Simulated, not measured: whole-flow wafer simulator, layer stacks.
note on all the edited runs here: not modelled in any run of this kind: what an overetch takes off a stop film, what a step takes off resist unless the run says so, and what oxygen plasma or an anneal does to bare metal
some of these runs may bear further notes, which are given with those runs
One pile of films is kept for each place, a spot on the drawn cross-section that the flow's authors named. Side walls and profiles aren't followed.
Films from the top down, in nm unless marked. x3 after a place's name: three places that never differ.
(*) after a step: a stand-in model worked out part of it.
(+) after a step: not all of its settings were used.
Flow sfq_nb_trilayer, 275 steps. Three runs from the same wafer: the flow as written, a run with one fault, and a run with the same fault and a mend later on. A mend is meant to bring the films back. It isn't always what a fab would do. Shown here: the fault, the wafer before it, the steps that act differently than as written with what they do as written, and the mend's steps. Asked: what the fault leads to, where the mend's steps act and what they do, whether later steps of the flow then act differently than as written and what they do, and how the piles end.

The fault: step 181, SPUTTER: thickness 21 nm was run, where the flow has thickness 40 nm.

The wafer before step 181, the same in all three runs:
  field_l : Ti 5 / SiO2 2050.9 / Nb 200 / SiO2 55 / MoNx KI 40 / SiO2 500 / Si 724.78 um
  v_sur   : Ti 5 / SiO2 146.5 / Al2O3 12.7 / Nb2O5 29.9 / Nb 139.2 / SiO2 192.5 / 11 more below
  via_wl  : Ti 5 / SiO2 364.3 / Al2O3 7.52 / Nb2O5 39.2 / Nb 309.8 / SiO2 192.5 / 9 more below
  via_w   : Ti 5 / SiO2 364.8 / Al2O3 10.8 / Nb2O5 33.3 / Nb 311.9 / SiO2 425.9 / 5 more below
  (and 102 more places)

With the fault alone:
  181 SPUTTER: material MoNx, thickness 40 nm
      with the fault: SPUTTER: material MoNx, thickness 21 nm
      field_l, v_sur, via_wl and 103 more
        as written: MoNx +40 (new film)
        with the fault: MoNx +21 (new film)
  Later steps of the flow that act differently than as written (11 more steps differ only slightly, by at most 2% or 0.5 nm, whichever is larger, and aren't shown):
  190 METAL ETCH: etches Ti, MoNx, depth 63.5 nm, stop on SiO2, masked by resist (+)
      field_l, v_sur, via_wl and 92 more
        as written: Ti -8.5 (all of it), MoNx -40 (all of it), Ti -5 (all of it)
        with the fault: Ti -8.5 (all of it), MoNx -21 (all of it), Ti -5 (all of it)
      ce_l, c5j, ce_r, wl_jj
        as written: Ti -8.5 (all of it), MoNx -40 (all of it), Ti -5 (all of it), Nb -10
        with the fault: Ti -8.5 (all of it), MoNx -21 (all of it), Ti -5 (all of it), Nb -29
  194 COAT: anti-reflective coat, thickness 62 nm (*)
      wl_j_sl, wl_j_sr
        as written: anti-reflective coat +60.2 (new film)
        with the fault: anti-reflective coat +57.1 (new film)
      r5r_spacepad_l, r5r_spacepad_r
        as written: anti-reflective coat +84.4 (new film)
        with the fault: anti-reflective coat +76.2 (new film)
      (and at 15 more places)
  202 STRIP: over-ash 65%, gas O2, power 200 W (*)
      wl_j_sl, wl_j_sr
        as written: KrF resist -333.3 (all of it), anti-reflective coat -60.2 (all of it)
        with the fault: KrF resist -333.4 (all of it), anti-reflective coat -57.1 (all of it)
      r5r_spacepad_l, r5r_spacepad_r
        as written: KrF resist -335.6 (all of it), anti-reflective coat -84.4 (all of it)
        with the fault: KrF resist -334.9 (all of it), anti-reflective coat -76.2 (all of it)
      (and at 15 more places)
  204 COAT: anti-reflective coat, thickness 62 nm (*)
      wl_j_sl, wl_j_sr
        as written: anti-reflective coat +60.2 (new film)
        with the fault: anti-reflective coat +57.1 (new film)
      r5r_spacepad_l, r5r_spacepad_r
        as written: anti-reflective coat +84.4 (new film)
        with the fault: anti-reflective coat +76.2 (new film)
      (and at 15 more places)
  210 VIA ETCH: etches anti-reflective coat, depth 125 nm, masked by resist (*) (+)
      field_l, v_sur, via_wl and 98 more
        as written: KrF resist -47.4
        with the fault: KrF resist -48.6
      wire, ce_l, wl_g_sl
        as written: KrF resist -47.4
        with the fault: KrF resist -48.7
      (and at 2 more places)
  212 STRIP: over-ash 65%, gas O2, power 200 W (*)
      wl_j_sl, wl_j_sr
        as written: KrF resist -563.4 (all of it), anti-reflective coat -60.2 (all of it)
        with the fault: KrF resist -562.1 (all of it), anti-reflective coat -57.1 (all of it)
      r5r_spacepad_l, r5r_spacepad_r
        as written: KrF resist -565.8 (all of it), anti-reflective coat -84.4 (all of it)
        with the fault: KrF resist -563.6 (all of it), anti-reflective coat -76.2 (all of it)
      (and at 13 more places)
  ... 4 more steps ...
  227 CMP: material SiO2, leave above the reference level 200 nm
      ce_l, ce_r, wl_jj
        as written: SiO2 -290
        with the fault: SiO2 -271
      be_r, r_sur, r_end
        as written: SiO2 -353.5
        with the fault: SiO2 -334.5
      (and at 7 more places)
  At the end the piles differ from the flow's by more than 2% or 0.5 nm, whichever is larger, at ce_l, c5j, ce_r and 8 more.
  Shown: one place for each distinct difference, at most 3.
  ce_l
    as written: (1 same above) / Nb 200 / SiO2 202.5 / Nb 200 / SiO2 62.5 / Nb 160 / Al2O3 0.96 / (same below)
    with the fault: (1 same above) / Nb 200 / SiO2 221.5 / Nb 200 / SiO2 62.5 / Nb 141 / Al2O3 0.96 / (same below)
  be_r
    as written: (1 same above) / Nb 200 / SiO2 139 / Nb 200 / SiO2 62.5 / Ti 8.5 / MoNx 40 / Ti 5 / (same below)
    with the fault: (1 same above) / Nb 200 / SiO2 158 / Nb 200 / SiO2 62.5 / Ti 8.5 / MoNx 21 / Ti 5 / (same below)
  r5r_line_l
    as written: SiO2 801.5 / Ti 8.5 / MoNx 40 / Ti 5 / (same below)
    with the fault: SiO2 820.5 / Ti 8.5 / MoNx 21 / Ti 5 / (same below)

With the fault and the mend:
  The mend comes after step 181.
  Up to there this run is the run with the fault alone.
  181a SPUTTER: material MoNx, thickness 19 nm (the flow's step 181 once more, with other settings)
      field_l, v_sur, via_wl and 103 more
        MoNx +19
  No later step of the flow acts differently than as written at any place that is followed.
  At the end the piles are the same as the flow's at every place that both follow.
